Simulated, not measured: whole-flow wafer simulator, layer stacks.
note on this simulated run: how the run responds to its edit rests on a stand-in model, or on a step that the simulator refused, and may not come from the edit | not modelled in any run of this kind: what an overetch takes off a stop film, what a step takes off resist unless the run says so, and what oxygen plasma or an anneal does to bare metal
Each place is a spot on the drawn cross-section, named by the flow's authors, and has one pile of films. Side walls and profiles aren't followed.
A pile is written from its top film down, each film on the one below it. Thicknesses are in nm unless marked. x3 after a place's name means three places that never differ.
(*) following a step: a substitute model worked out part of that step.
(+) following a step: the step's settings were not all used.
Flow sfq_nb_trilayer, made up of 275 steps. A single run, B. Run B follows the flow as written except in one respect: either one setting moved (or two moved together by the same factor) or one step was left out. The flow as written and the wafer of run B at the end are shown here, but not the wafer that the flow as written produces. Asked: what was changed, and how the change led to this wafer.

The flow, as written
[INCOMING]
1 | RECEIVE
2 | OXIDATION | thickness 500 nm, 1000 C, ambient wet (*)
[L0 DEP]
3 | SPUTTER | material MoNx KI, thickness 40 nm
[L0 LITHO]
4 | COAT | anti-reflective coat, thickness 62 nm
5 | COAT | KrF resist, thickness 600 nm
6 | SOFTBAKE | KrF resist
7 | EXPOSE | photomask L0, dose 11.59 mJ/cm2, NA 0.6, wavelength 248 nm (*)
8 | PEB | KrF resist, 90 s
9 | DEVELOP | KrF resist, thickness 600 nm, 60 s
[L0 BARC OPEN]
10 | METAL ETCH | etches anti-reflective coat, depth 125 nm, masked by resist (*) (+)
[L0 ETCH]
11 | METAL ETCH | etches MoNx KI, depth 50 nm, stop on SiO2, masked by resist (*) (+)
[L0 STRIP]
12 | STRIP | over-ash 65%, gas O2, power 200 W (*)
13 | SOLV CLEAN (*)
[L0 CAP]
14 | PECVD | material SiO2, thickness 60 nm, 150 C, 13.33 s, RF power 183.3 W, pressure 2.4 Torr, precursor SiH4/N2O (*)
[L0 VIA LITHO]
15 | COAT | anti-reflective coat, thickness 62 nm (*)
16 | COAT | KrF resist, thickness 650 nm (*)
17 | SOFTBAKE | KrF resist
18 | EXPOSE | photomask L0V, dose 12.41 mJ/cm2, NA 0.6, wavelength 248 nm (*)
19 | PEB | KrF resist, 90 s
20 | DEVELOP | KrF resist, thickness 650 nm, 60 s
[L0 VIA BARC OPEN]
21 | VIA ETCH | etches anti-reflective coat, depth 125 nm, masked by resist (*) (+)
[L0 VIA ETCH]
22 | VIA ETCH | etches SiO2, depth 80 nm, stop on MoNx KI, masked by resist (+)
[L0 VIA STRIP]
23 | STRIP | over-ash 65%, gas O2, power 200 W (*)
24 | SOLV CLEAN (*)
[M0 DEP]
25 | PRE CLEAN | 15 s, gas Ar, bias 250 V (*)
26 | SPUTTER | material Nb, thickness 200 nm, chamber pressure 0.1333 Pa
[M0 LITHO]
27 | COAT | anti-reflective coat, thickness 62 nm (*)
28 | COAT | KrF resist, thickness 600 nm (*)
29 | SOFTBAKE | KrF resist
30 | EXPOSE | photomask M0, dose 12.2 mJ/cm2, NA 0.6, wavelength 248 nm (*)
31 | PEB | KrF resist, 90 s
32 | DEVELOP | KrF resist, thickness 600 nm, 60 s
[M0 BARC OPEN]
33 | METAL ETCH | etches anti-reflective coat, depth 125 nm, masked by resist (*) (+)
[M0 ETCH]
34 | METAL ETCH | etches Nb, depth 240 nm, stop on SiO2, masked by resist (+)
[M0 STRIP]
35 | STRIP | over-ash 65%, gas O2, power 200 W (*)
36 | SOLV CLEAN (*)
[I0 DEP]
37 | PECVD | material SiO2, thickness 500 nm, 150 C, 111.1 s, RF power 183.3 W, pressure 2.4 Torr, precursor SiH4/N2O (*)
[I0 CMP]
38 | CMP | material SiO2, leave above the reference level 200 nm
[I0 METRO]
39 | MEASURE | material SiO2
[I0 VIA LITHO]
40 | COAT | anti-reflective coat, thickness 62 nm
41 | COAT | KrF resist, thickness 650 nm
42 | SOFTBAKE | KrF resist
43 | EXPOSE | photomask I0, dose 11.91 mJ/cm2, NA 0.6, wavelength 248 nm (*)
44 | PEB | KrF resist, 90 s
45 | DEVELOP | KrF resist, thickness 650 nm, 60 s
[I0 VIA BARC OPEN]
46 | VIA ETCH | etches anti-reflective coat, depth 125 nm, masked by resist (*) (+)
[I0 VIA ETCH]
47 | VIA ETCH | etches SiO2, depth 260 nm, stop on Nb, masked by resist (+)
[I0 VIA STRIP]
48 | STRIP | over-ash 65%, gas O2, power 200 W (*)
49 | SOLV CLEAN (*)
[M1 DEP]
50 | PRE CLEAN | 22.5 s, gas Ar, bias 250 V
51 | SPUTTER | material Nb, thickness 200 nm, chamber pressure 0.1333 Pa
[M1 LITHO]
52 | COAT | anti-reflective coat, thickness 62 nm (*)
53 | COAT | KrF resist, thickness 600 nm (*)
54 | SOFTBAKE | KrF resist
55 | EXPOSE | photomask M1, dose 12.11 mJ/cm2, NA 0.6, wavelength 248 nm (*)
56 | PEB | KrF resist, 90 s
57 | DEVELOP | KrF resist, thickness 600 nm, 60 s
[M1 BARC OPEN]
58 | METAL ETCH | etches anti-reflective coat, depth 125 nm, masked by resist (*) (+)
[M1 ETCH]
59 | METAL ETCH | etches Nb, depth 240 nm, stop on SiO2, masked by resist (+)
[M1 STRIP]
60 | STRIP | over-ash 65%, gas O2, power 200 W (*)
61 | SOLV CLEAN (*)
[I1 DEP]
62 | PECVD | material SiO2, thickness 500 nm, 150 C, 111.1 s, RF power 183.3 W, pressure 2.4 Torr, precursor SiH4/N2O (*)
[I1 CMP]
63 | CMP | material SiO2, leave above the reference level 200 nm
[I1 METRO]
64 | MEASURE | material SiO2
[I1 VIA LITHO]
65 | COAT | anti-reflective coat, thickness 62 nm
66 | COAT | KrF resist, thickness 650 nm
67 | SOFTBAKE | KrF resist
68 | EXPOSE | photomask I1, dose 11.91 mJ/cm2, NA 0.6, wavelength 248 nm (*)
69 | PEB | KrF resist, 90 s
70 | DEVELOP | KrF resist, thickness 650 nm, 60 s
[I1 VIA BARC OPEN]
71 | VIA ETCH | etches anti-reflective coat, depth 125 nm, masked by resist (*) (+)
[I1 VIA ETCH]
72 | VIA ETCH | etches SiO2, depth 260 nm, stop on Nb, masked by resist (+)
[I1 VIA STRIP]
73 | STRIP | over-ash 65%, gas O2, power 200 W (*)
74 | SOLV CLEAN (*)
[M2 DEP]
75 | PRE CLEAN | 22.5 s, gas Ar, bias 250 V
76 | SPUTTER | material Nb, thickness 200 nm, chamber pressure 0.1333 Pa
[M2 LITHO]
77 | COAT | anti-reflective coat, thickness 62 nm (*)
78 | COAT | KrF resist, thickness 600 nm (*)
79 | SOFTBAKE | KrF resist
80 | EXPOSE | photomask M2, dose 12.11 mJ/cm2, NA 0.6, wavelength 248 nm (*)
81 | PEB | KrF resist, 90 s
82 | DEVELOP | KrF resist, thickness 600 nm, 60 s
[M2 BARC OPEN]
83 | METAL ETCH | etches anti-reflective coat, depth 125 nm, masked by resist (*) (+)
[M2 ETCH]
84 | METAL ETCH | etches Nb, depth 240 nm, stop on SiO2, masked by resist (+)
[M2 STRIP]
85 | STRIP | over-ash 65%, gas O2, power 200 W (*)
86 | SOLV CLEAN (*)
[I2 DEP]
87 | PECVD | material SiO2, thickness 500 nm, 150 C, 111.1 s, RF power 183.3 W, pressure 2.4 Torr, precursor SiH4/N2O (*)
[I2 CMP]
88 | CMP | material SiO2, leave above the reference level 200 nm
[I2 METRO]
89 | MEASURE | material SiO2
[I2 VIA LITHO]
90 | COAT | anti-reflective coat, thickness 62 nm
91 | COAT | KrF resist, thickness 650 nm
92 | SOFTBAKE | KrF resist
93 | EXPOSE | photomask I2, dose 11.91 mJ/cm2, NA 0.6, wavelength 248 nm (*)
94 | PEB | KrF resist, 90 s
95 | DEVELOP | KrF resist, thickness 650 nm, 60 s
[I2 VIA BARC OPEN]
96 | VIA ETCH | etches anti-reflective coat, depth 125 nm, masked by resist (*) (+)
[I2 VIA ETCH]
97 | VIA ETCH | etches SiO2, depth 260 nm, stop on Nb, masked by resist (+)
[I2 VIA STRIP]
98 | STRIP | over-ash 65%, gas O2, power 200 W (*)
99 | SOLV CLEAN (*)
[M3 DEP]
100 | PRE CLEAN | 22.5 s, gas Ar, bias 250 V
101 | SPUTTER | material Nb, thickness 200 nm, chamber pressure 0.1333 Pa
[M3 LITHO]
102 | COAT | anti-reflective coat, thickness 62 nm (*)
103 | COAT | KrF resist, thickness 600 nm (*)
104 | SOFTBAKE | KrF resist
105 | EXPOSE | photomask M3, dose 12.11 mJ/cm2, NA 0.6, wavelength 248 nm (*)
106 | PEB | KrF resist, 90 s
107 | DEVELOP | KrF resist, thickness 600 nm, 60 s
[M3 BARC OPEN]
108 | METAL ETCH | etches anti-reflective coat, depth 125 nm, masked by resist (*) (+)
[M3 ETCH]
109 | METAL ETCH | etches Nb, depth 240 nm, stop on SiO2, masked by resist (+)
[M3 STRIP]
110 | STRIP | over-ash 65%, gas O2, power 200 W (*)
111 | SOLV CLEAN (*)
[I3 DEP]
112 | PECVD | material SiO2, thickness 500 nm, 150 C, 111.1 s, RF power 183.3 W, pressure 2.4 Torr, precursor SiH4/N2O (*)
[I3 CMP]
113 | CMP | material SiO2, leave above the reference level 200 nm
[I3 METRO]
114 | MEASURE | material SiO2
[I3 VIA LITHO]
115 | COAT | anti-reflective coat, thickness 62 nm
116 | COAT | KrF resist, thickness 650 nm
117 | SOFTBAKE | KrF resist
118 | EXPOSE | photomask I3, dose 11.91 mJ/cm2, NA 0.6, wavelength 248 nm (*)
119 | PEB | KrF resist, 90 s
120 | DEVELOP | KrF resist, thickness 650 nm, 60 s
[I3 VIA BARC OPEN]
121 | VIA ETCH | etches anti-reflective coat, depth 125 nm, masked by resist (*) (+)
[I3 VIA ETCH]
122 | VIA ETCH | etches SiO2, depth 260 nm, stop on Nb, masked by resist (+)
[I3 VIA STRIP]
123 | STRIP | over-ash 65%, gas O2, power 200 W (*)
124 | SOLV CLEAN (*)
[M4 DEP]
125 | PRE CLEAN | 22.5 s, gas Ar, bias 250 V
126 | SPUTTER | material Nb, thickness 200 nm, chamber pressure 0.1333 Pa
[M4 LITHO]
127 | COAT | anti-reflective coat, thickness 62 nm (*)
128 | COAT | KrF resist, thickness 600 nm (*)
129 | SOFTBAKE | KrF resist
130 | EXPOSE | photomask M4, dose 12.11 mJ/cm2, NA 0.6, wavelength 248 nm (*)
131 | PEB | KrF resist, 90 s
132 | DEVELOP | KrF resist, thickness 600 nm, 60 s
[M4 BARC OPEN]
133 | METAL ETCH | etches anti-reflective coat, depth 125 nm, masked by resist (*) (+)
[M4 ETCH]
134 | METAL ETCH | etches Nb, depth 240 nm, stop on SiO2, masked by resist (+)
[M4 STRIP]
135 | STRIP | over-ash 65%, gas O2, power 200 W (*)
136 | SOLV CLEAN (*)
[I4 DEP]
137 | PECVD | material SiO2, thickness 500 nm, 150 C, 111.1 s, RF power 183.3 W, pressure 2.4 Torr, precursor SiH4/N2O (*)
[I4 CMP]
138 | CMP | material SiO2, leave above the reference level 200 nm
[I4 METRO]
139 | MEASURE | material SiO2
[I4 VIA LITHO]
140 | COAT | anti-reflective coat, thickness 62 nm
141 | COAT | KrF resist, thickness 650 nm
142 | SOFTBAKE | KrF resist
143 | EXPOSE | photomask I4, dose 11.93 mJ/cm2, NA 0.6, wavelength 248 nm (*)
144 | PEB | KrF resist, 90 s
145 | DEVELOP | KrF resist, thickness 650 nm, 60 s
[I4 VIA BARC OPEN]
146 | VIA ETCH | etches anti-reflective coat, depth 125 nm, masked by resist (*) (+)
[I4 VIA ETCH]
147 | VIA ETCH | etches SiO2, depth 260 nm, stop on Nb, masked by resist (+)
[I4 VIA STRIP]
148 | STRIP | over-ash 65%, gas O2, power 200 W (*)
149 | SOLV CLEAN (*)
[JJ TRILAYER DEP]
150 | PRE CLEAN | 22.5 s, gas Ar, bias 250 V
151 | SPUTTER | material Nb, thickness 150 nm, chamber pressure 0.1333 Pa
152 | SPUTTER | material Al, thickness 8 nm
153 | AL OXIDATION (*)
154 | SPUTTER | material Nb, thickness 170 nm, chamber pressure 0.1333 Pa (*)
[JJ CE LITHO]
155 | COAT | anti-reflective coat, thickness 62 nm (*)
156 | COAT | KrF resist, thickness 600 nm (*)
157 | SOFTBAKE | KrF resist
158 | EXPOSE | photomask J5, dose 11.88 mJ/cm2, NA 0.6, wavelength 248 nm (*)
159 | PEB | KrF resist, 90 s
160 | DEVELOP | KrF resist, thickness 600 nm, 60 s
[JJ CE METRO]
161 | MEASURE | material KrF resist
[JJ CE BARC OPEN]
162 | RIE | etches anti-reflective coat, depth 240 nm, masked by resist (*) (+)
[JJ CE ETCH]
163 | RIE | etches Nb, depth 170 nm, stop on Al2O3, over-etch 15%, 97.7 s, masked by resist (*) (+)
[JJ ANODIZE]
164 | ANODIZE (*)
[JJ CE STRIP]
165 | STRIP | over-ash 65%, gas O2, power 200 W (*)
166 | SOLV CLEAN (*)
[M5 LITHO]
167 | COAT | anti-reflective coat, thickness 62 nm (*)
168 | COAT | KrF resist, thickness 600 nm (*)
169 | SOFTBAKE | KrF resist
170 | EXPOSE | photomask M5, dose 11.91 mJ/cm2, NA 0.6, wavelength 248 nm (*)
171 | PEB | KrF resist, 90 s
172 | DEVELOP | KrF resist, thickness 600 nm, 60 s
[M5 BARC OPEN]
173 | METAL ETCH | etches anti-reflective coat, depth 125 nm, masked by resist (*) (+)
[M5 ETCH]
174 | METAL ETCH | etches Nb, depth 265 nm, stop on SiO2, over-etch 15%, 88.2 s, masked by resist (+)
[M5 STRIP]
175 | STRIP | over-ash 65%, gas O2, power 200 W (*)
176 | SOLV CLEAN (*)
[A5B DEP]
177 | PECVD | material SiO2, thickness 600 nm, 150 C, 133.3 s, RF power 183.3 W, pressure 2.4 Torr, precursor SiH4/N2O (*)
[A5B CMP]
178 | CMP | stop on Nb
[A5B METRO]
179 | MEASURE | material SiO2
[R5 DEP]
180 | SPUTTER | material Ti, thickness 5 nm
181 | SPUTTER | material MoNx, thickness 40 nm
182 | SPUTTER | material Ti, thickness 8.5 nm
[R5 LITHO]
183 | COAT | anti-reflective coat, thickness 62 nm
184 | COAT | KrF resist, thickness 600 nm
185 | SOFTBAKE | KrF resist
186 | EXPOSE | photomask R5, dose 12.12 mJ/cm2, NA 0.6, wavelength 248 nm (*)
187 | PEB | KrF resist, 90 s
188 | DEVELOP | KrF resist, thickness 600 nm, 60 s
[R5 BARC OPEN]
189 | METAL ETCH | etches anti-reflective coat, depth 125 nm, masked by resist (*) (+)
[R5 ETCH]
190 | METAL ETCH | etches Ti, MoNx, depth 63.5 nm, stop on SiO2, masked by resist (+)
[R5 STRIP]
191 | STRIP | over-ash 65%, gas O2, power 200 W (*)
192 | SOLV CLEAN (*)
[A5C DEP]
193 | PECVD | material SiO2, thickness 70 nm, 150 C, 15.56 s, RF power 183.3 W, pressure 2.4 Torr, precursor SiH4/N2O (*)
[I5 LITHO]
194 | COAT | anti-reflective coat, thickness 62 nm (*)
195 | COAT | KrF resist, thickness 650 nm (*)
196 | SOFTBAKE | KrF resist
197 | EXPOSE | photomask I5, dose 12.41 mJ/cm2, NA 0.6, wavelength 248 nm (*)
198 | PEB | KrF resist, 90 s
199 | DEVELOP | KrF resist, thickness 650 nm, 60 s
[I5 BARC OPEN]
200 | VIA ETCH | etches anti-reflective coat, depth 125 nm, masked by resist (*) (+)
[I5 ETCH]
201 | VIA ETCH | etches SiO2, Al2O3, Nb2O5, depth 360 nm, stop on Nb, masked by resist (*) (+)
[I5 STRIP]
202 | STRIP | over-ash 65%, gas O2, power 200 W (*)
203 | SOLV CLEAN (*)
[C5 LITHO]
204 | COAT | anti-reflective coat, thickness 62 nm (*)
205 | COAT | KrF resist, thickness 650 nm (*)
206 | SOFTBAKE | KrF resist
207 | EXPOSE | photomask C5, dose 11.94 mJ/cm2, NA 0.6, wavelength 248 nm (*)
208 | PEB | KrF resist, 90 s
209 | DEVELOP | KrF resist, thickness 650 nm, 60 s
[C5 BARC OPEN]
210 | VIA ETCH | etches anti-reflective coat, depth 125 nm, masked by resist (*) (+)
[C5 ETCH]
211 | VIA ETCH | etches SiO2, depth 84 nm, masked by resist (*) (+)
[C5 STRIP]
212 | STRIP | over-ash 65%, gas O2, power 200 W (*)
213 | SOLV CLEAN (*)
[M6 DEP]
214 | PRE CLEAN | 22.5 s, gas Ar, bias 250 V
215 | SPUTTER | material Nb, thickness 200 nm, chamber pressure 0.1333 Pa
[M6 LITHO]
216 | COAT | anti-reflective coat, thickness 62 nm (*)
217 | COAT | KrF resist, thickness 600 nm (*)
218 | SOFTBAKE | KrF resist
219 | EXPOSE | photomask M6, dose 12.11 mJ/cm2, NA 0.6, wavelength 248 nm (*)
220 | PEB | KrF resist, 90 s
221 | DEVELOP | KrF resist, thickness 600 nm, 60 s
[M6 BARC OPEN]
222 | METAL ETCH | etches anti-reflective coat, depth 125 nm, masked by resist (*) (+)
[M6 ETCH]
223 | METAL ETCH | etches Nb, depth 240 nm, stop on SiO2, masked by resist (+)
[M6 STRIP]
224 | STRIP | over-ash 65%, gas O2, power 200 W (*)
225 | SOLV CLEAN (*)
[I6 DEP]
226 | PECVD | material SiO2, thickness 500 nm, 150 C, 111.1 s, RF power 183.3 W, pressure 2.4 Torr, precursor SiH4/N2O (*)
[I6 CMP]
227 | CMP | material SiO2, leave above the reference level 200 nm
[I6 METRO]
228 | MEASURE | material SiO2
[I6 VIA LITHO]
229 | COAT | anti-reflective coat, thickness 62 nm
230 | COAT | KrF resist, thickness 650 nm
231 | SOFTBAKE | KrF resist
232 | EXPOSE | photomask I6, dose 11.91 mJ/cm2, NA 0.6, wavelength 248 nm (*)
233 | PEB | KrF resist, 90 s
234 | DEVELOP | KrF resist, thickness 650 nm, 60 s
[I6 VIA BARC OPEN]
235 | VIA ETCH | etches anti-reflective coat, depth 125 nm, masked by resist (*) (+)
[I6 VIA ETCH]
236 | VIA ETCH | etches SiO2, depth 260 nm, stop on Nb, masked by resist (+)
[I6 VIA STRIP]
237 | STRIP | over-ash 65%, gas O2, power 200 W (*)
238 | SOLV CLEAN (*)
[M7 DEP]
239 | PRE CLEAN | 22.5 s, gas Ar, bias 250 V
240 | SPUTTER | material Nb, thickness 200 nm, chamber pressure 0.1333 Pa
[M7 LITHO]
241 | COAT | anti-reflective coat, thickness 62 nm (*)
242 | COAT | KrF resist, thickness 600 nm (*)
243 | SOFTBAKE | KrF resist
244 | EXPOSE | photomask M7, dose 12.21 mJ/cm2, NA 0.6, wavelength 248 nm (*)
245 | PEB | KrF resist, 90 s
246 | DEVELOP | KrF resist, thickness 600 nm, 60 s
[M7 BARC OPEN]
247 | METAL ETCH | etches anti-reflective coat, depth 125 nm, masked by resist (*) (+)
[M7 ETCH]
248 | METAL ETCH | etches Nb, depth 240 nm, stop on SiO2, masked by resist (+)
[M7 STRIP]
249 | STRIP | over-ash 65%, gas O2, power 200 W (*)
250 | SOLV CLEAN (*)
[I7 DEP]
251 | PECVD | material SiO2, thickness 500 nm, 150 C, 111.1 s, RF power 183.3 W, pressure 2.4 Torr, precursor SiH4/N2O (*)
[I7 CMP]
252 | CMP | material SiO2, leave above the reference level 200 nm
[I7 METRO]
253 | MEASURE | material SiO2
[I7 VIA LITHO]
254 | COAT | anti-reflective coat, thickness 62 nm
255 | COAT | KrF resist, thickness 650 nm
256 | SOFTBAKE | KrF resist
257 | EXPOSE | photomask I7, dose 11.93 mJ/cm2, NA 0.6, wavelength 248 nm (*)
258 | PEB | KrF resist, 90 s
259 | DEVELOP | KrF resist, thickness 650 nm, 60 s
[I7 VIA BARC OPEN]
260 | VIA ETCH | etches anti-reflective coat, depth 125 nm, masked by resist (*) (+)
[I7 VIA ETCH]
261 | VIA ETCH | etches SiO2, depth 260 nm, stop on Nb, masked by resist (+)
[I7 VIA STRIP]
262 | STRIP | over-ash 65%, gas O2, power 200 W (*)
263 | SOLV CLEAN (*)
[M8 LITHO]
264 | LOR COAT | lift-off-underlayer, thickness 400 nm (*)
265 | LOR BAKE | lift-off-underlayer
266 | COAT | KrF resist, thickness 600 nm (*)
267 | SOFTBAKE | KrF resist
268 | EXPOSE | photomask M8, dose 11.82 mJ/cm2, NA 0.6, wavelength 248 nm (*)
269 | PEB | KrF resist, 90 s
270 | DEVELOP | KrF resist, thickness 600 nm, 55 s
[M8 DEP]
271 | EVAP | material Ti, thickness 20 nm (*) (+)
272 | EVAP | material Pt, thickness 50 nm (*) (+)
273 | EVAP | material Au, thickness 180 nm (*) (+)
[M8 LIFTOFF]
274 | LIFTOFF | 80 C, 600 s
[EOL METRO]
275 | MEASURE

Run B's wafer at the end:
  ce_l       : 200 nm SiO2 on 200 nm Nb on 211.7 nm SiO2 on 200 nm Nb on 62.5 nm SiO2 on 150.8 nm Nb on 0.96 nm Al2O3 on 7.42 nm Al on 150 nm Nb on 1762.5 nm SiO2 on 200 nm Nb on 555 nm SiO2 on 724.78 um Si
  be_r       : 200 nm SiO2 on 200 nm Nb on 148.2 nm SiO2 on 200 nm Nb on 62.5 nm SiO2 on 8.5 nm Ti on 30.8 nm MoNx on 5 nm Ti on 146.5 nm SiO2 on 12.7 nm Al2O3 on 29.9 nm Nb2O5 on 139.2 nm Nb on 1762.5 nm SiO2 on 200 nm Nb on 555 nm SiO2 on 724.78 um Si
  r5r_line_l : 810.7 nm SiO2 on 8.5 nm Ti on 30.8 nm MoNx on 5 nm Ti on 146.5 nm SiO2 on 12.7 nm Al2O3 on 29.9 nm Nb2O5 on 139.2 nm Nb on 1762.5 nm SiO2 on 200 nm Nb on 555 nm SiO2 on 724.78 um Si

The reason: step 181, SPUTTER: thickness 30.8 nm was run, though the flow has thickness 40 nm.
The wafer lets one read it off: be_r has MoNx 30.8, and step 181 as written asks for 40 nm.

How this came from the change, step by step:
  181 | SPUTTER | material MoNx, thickness 40 nm
      field_l, v_sur, via_wl and 103 more: MoNx gains 30.8 (new film) (as written it would have been: MoNx gains 40 (new film))
  190 | METAL ETCH | etches Ti, MoNx, depth 63.5 nm, stop on SiO2, masked by resist (+)
      field_l, v_sur, via_wl and 92 more: Ti loses 8.5 (all of it), MoNx loses 30.8 (all of it), Ti loses 5 (all of it) (as written it would have been: Ti loses 8.5 (all of it), MoNx loses 40 (all of it), Ti loses 5 (all of it))
      ce_l, c5j, ce_r, wl_jj: Ti loses 8.5 (all of it), MoNx loses 30.8 (all of it), Ti loses 5 (all of it), Nb loses 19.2 (as written it would have been: Ti loses 8.5 (all of it), MoNx loses 40 (all of it), Ti loses 5 (all of it), Nb loses 10)
  194 | COAT | anti-reflective coat, thickness 62 nm (*)
      wl_j_sl, wl_j_sr: anti-reflective coat gains 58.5 (new film) (as written it would have been: anti-reflective coat gains 60.2 (new film))
      r5r_spacepad_l, r5r_spacepad_r: anti-reflective coat gains 80.4 (new film) (as written it would have been: anti-reflective coat gains 84.4 (new film))
      (as well as at 12 more places)
  202 | STRIP | over-ash 65%, gas O2, power 200 W (*)
      wl_j_sl, wl_j_sr: KrF resist loses 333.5 (all of it), anti-reflective coat loses 58.5 (all of it) (as written it would have been: KrF resist loses 333.3 (all of it), anti-reflective coat loses 60.2 (all of it))
      r5r_spacepad_l, r5r_spacepad_r: KrF resist loses 335.3 (all of it), anti-reflective coat loses 80.4 (all of it) (as written it would have been: KrF resist loses 335.6 (all of it), anti-reflective coat loses 84.4 (all of it))
      (as well as at 12 more places)
  204 | COAT | anti-reflective coat, thickness 62 nm (*)
      wl_j_sl, wl_j_sr: anti-reflective coat gains 58.5 (new film) (as written it would have been: anti-reflective coat gains 60.2 (new film))
      r5r_spacepad_l, r5r_spacepad_r: anti-reflective coat gains 80.4 (new film) (as written it would have been: anti-reflective coat gains 84.4 (new film))
      (as well as at 12 more places)
  210 | VIA ETCH | etches anti-reflective coat, depth 125 nm, masked by resist (*) (+)
      c5j: anti-reflective coat loses 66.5 (all of it), SiO2 loses 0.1 (as written it would have been: anti-reflective coat loses 63.9 (all of it), SiO2 loses 0.11)
  212 | STRIP | over-ash 65%, gas O2, power 200 W (*)
      wl_j_sl, wl_j_sr: KrF resist loses 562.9 (all of it), anti-reflective coat loses 58.5 (all of it) (as written it would have been: KrF resist loses 563.4 (all of it), anti-reflective coat loses 60.2 (all of it))
      r5r_spacepad_l, r5r_spacepad_r: KrF resist loses 564.7 (all of it), anti-reflective coat loses 80.4 (all of it) (as written it would have been: KrF resist loses 565.8 (all of it), anti-reflective coat loses 84.4 (all of it))
      (as well as at 11 more places)
  216 | COAT | anti-reflective coat, thickness 62 nm (*)
      r5r_line_l, r5r_line_c, r5r_line_r: anti-reflective coat gains 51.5 (new film) (as written it would have been: anti-reflective coat gains 50 (new film))
      wl_j_sl, wl_j_sr: anti-reflective coat gains 58.6 (new film) (as written it would have been: anti-reflective coat gains 60.2 (new film))
      (as well as at 11 more places)
  222 | METAL ETCH | etches anti-reflective coat, depth 125 nm, masked by resist (*) (+)
      r5r_line_l, r5r_line_c, r5r_line_r: anti-reflective coat loses 51.5 (all of it) (as written it would have been: anti-reflective coat loses 50 (all of it))
      r5r_spacepad_l, r5r_spacepad_r: anti-reflective coat loses 81.3 (all of it) (as written it would have been: anti-reflective coat loses 85.7 (all of it))
      (as well as at 1 more place)
  224 | STRIP | over-ash 65%, gas O2, power 200 W (*)
      wl_j_sl, wl_j_sr: KrF resist loses 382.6 (all of it), anti-reflective coat loses 58.6 (all of it) (as written it would have been: KrF resist loses 382.5 (all of it), anti-reflective coat loses 60.2 (all of it))
      jj_sur: KrF resist loses 378 (all of it), anti-reflective coat loses 54.4 (all of it) (as written it would have been: KrF resist loses 378.5 (all of it), anti-reflective coat loses 56.1 (all of it))
      (as well as at 7 more places)
  226 | PECVD | material SiO2, thickness 500 nm, 150 C, 111.1 s, RF power 183.3 W, pressure 2.4 Torr, precursor SiH4/N2O (*)
      r5r_spacepad_l, r5r_spacepad_r: SiO2 gains 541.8 (as written it would have been: SiO2 gains 553.5)
  227 | CMP | material SiO2, leave above the reference level 200 nm
      ce_l, ce_r, wl_jj: SiO2 loses 280.8 (as written it would have been: SiO2 loses 290)
      be_r, r_sur, r_end: SiO2 loses 344.3 (as written it would have been: SiO2 loses 353.5)
      (as well as at 7 more places)
